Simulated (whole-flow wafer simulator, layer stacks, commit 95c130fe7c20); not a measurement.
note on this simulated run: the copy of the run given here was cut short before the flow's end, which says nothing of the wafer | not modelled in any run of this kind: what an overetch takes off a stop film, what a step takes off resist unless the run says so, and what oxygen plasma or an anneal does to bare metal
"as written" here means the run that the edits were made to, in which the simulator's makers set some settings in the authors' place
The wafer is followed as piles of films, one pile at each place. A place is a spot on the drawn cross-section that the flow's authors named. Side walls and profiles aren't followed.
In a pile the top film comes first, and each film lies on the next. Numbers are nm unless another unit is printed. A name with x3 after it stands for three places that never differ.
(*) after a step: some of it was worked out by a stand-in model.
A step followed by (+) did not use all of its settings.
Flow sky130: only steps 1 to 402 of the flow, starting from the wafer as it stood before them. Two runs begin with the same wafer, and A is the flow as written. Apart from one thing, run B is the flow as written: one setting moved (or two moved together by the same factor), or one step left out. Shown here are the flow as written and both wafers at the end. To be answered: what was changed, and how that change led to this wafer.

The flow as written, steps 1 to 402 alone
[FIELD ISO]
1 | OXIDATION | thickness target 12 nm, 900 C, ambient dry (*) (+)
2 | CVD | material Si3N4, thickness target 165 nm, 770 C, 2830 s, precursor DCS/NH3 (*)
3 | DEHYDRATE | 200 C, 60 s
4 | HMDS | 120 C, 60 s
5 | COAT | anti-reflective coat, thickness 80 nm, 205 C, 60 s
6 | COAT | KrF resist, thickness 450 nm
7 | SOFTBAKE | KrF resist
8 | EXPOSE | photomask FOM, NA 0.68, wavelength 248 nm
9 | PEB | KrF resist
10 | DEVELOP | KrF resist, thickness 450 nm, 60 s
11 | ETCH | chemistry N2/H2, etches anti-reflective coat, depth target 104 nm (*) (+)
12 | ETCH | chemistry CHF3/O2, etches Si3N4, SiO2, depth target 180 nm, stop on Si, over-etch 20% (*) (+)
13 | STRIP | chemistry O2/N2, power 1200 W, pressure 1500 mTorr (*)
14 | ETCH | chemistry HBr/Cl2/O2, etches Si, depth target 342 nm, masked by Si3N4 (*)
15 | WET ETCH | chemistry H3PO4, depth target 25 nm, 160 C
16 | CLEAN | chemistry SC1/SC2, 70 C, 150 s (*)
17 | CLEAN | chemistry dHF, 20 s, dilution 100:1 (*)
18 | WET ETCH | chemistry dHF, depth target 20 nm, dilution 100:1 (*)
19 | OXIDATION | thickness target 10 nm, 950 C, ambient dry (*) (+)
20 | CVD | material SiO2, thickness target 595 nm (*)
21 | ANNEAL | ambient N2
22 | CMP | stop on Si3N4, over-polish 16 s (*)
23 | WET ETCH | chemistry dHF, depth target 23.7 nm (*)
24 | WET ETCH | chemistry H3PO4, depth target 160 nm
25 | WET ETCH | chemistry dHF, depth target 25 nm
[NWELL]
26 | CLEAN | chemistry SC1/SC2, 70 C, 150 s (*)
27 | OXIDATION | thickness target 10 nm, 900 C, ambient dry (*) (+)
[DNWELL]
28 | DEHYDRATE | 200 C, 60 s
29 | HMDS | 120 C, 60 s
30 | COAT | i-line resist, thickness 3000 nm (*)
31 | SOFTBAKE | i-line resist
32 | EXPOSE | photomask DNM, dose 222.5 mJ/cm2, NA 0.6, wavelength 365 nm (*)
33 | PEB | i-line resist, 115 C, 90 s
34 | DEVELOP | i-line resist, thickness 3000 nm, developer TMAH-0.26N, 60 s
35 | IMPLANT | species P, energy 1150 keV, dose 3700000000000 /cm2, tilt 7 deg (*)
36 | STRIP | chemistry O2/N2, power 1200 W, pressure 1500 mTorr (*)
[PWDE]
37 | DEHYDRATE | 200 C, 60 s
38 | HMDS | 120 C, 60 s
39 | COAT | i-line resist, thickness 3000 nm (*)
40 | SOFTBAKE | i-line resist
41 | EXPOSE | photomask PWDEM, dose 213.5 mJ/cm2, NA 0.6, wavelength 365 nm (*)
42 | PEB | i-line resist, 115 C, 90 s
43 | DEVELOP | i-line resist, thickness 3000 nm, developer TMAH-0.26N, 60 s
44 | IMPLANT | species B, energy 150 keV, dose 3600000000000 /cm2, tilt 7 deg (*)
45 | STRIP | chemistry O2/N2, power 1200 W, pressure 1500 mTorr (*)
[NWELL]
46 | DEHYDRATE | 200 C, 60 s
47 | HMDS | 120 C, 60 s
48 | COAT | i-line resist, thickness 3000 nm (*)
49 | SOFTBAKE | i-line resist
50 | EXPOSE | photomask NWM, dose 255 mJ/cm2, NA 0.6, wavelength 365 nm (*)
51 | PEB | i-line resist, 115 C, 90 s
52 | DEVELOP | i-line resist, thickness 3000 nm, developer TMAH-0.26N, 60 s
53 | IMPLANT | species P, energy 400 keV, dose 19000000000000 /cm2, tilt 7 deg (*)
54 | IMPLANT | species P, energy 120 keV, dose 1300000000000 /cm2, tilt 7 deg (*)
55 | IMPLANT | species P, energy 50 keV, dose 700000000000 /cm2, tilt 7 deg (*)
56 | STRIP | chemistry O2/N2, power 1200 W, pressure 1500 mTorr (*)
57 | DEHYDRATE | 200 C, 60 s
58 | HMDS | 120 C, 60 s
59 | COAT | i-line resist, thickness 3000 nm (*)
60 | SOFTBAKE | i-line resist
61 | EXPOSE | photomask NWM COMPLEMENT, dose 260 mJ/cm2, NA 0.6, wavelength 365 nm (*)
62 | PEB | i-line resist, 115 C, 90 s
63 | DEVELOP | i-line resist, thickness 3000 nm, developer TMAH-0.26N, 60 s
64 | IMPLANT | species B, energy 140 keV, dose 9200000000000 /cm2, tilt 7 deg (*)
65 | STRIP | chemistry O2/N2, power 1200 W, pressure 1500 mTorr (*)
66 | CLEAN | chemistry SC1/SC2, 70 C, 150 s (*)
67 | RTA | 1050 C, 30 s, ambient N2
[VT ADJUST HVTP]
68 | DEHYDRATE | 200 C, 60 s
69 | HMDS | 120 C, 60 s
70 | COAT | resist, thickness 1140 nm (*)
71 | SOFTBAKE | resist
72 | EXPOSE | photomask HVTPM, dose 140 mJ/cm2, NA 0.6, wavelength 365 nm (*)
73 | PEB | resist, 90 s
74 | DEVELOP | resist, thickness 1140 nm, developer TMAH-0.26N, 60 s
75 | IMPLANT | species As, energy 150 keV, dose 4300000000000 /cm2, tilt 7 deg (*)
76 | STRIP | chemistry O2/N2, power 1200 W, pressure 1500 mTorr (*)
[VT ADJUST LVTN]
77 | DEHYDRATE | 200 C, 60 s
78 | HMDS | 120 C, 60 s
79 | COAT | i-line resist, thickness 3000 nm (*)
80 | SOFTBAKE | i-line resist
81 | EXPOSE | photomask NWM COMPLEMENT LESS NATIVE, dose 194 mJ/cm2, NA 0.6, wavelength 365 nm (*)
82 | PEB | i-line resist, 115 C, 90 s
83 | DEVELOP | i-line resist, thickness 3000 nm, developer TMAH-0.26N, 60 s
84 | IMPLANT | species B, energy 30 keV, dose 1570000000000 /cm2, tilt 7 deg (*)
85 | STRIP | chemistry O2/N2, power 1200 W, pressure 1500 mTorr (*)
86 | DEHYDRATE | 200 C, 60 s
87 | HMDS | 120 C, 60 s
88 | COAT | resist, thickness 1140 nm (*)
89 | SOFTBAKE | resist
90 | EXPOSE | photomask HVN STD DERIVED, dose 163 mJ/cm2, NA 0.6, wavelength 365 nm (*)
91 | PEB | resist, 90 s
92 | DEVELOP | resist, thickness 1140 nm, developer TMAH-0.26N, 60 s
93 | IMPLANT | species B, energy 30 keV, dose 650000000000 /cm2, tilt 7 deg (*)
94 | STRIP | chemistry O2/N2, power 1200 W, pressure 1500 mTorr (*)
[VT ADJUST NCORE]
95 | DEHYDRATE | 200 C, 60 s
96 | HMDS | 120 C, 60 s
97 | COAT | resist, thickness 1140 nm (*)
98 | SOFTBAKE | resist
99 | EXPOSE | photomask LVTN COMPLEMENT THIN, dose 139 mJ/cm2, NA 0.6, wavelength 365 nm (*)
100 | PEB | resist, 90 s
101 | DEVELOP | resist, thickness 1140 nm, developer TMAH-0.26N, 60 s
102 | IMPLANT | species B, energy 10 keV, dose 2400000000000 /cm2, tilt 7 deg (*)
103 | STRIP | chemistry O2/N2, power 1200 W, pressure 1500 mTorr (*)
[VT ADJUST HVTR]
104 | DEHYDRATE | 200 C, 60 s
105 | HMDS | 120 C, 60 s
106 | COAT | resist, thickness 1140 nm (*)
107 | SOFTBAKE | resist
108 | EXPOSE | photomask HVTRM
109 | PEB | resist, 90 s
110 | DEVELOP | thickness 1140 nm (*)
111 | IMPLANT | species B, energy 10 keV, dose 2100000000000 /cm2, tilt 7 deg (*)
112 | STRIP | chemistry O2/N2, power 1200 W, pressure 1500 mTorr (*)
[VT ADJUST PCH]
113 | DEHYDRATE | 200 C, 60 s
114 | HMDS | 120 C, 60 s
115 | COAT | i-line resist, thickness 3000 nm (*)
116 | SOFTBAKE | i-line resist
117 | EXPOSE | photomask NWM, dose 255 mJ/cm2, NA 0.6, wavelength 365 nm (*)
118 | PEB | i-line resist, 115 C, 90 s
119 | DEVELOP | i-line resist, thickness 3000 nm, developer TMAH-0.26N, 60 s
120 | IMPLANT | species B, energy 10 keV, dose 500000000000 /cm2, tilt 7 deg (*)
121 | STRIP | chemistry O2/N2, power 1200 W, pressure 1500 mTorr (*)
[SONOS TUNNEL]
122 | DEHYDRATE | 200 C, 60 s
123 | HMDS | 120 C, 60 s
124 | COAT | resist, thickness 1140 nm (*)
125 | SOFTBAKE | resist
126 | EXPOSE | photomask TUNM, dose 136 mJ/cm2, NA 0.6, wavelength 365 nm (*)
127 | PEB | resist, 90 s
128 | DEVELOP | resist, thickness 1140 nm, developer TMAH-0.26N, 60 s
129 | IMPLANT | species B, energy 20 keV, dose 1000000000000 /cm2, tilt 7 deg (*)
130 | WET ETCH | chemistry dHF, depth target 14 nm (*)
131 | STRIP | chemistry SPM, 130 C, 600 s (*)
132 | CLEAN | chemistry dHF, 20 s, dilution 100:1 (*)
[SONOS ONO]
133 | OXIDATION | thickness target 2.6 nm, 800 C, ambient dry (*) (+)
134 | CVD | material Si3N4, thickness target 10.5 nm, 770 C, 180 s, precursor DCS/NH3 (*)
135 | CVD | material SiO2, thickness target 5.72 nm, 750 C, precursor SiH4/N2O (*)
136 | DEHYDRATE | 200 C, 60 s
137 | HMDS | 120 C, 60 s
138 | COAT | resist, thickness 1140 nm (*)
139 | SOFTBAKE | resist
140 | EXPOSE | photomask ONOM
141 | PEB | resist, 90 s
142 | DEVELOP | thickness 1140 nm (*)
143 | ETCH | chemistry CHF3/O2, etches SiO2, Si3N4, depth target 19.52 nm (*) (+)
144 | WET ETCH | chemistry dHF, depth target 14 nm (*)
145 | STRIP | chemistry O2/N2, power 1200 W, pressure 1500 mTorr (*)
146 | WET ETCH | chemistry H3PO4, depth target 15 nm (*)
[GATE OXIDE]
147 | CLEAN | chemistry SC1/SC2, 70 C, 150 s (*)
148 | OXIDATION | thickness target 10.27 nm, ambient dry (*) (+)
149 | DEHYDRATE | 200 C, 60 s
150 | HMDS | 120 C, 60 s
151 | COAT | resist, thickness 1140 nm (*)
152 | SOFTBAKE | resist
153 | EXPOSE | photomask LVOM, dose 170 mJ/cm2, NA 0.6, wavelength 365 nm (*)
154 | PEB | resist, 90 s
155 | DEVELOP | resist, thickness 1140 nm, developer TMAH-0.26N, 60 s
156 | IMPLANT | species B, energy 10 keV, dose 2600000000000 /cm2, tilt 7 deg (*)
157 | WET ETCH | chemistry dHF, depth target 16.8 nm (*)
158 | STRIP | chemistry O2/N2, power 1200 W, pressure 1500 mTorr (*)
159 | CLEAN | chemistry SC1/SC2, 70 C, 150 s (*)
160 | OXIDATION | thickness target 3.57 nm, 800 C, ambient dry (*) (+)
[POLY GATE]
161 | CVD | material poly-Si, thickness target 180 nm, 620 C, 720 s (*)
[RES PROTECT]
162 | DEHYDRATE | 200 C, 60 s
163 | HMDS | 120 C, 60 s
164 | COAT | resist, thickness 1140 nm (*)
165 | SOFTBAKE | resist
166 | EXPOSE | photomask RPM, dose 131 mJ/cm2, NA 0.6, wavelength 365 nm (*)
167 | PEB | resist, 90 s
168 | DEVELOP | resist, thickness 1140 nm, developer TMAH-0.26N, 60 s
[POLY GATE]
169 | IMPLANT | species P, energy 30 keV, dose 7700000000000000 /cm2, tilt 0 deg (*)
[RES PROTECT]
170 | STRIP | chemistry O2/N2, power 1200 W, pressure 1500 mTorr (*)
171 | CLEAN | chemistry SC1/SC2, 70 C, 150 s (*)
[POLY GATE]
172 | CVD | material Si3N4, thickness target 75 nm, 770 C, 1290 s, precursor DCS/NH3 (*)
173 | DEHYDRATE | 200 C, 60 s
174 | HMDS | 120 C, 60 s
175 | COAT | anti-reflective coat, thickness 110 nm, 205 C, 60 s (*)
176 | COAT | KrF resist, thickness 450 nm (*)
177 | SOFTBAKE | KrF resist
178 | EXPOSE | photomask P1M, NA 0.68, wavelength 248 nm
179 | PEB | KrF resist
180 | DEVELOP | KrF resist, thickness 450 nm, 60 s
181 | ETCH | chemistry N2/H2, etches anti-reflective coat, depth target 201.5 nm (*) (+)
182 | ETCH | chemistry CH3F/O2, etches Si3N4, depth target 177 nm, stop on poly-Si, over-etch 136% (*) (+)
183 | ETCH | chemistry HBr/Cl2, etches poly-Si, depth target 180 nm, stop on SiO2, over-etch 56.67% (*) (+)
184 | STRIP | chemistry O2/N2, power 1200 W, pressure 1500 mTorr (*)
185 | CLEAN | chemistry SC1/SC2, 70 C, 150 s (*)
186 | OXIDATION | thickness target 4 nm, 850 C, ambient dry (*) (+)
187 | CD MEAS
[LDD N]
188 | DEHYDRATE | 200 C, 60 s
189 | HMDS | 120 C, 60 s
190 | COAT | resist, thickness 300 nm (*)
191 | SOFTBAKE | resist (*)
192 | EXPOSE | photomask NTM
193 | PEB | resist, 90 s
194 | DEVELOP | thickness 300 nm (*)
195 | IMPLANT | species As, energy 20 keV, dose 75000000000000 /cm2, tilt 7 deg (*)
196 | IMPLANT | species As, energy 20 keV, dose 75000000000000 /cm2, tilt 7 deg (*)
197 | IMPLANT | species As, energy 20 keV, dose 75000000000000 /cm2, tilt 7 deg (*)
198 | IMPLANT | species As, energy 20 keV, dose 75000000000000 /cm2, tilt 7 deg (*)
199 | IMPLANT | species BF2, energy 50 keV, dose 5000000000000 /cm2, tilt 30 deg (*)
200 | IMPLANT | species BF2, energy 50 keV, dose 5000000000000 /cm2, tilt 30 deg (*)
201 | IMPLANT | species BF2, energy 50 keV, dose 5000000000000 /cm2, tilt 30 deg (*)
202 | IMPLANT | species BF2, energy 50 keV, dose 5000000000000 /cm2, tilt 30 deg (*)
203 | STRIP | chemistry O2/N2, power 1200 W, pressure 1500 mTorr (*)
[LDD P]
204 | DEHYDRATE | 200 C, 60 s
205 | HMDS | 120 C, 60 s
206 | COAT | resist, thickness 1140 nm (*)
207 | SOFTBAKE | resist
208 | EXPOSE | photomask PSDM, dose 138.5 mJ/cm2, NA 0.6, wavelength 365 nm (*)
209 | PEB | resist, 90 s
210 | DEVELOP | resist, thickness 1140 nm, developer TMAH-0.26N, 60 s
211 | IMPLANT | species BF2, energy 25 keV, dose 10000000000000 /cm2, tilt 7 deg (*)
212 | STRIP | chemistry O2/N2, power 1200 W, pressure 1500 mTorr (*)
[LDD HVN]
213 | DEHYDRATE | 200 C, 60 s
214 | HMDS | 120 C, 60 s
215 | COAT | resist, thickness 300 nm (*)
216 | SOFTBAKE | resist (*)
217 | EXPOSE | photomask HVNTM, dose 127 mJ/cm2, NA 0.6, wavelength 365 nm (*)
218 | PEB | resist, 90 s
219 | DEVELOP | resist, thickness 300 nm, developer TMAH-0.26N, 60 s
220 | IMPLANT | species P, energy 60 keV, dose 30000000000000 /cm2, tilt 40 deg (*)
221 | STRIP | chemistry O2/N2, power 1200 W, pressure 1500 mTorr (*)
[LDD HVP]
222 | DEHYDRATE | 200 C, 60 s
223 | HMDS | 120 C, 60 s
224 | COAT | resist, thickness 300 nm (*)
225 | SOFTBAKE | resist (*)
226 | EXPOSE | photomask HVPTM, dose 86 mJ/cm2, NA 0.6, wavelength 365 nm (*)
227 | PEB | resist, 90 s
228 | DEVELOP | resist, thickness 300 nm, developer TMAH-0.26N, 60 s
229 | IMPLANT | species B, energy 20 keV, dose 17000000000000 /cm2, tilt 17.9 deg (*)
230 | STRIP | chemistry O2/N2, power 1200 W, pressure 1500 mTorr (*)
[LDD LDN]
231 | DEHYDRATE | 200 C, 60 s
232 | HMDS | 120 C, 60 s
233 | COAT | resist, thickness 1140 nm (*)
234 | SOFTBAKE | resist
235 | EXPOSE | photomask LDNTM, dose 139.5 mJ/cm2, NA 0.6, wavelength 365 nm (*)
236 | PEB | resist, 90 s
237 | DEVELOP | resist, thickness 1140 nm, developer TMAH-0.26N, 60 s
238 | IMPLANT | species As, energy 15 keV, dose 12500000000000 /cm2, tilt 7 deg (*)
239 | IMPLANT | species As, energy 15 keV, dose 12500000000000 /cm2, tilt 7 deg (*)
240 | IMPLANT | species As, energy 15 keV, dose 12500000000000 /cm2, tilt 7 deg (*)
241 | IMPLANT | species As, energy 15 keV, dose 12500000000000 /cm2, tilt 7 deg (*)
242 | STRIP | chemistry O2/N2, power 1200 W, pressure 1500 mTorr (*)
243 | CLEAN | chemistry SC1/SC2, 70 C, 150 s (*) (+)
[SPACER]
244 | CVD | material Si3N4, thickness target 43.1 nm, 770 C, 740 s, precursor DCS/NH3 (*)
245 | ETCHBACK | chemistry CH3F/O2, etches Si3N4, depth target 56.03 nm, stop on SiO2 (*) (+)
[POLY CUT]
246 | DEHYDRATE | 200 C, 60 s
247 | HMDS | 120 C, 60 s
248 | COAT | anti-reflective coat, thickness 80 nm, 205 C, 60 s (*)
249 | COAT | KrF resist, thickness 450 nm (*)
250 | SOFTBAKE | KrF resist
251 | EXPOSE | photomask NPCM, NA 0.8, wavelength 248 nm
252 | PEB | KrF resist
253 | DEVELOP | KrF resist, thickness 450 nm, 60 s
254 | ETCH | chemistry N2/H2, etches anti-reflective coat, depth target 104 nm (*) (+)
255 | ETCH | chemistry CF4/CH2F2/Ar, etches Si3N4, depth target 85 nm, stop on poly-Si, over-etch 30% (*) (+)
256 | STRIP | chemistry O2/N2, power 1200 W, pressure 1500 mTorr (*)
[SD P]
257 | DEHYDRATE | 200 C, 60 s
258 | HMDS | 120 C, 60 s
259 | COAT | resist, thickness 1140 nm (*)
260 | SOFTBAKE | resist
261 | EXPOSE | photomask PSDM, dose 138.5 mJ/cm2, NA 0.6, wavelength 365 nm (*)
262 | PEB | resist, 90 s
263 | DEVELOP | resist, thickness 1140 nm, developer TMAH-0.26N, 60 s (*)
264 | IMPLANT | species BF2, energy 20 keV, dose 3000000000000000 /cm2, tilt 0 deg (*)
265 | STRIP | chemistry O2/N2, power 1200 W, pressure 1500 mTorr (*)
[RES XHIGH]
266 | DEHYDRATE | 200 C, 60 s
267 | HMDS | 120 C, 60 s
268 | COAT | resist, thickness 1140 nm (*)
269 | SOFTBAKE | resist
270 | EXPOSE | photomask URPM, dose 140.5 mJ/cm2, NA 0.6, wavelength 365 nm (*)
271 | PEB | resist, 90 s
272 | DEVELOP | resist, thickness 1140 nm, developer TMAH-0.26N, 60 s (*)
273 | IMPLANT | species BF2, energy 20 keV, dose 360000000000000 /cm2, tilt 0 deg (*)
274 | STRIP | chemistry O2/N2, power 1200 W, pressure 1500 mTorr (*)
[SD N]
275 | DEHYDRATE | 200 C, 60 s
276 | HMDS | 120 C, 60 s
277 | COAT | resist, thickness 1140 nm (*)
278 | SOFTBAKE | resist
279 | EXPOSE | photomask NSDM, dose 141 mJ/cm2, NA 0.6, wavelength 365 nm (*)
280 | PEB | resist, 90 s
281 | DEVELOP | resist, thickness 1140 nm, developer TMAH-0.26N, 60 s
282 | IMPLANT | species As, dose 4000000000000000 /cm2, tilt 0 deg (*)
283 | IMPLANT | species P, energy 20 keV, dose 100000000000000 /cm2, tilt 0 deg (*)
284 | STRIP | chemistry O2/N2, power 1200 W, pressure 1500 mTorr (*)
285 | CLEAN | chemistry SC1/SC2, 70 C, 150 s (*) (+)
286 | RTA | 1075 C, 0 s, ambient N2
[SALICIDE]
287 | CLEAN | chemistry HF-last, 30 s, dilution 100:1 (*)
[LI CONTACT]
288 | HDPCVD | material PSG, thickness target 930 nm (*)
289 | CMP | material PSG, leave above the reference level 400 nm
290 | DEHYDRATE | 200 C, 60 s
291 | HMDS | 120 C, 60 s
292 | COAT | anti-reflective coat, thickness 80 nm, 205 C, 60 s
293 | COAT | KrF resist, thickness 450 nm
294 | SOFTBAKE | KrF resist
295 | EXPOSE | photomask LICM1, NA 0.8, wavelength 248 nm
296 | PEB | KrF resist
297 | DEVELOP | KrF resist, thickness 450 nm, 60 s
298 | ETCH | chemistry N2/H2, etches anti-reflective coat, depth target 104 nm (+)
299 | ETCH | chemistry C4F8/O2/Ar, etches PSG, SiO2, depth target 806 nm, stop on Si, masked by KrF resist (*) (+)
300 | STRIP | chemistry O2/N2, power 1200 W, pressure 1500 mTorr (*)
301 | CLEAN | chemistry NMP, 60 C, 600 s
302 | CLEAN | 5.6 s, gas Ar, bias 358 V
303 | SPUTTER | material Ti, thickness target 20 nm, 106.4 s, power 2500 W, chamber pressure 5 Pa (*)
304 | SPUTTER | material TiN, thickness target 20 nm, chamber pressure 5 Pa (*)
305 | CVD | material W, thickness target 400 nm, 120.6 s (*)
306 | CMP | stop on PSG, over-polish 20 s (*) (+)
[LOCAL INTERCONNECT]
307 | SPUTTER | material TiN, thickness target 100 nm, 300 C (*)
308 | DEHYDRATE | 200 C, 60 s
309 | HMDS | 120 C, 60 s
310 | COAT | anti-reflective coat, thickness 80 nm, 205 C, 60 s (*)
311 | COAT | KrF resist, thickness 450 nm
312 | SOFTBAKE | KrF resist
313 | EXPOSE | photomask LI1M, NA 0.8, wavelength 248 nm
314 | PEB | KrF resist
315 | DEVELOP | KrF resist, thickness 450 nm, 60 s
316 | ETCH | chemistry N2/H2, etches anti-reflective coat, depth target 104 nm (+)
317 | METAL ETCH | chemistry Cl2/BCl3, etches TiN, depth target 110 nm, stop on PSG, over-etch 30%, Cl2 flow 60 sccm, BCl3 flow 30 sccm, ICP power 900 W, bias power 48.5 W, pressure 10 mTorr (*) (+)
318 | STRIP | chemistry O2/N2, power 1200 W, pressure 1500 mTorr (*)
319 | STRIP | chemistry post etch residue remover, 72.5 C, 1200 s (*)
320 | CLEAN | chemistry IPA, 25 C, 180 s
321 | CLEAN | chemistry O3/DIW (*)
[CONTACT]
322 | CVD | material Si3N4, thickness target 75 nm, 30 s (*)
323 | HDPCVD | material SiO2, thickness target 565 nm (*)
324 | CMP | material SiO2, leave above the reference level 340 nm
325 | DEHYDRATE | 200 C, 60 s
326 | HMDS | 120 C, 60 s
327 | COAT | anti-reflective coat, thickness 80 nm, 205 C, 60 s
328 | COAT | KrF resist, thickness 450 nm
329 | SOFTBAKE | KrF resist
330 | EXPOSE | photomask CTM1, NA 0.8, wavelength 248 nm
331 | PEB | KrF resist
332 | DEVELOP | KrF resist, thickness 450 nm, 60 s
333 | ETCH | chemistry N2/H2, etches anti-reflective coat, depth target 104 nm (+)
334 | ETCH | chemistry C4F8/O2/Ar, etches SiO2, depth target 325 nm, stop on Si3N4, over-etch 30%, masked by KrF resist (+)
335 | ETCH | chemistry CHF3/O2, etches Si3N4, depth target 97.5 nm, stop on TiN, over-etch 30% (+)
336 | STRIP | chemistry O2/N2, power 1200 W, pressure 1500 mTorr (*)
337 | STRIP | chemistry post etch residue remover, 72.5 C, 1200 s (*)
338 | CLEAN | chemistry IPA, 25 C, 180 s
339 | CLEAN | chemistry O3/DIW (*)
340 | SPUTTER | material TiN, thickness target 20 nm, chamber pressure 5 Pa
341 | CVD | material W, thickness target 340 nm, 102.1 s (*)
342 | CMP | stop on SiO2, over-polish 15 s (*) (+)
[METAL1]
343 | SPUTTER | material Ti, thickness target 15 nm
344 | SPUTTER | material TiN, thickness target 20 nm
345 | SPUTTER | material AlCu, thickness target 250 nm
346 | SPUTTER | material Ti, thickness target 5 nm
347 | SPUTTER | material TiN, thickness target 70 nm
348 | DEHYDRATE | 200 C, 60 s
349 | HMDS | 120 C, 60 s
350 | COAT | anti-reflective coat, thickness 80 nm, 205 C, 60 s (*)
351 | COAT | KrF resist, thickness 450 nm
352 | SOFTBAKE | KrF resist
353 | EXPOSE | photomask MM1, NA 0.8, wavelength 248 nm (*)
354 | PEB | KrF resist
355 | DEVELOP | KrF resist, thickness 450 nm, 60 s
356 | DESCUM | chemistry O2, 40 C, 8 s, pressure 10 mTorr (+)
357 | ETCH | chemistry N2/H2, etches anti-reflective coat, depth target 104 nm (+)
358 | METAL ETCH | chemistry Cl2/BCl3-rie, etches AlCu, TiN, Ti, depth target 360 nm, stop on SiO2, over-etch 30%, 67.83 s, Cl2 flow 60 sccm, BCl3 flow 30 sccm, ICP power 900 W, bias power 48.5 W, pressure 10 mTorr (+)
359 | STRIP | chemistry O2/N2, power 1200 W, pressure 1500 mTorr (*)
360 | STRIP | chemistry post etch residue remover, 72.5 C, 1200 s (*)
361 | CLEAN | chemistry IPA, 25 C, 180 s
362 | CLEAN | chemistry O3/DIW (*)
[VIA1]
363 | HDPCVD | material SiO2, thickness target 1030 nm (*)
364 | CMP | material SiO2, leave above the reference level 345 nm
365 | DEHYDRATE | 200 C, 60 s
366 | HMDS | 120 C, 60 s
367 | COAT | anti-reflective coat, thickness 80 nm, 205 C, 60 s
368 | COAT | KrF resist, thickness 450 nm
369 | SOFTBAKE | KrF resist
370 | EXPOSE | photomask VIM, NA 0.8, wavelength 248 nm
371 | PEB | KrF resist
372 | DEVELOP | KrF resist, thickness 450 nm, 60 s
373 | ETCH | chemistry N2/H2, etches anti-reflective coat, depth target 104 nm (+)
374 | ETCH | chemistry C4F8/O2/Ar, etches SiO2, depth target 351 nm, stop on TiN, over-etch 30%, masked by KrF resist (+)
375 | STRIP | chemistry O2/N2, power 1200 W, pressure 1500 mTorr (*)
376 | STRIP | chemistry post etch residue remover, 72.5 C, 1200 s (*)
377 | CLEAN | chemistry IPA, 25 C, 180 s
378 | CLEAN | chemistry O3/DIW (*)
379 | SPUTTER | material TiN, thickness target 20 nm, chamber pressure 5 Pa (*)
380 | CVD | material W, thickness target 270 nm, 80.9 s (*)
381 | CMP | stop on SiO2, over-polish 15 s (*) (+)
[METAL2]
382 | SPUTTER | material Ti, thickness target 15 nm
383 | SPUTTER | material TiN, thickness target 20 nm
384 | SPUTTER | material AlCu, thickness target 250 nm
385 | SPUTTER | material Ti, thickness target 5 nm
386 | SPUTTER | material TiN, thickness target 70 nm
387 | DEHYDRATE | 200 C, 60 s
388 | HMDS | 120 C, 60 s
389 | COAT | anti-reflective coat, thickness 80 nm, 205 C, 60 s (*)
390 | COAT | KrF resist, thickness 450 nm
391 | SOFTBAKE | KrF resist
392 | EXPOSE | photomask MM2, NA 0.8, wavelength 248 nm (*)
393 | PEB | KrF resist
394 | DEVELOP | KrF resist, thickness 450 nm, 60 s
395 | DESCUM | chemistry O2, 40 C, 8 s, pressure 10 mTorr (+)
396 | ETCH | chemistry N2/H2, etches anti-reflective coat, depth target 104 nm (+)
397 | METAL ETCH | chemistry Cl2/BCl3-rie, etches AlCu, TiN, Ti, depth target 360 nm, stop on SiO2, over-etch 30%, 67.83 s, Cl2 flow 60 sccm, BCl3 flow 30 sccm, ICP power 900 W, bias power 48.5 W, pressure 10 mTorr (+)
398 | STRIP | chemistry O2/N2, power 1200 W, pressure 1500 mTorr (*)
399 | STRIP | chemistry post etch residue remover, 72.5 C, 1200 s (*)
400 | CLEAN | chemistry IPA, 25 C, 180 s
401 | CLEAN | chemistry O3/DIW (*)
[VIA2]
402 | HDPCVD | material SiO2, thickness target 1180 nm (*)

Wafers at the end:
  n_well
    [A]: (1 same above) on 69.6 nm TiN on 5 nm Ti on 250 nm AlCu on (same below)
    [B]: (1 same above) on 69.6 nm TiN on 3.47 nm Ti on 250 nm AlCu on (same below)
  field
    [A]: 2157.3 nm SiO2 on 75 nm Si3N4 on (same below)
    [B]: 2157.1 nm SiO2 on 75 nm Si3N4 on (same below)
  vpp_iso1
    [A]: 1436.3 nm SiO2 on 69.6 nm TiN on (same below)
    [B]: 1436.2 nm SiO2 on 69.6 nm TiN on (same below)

The reason: step 385, SPUTTER: thickness target 3.47 nm was run, whereas the flow has thickness target 5 nm.
The wafer lets one read it off: n_well has Ti 3.47, and step 385 as written asks for 5 nm.

How this came from the change, step by step:
  385 | SPUTTER | material Ti, thickness target 5 nm
      field, active, n_well and 188 more: A +5 Ti (new film) | B +3.47 Ti (new film)
  397 | METAL ETCH | chemistry Cl2/BCl3-rie, etches AlCu, TiN, Ti, depth target 360 nm, stop on SiO2, over-etch 30%, 67.83 s, Cl2 flow 60 sccm, BCl3 flow 30 sccm, ICP power 900 W, bias power 48.5 W, pressure 10 mTorr (+)
      field, active, gate and 82 more: A -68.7 TiN (all of it), -5 Ti (all of it), -250 AlCu (all of it), -20 TiN (all of it), -15 Ti (all of it), -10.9 SiO2 | B -68.7 TiN (all of it), -3.47 Ti (all of it), -250 AlCu (all of it), -20 TiN (all of it), -15 Ti (all of it), -11.1 SiO2
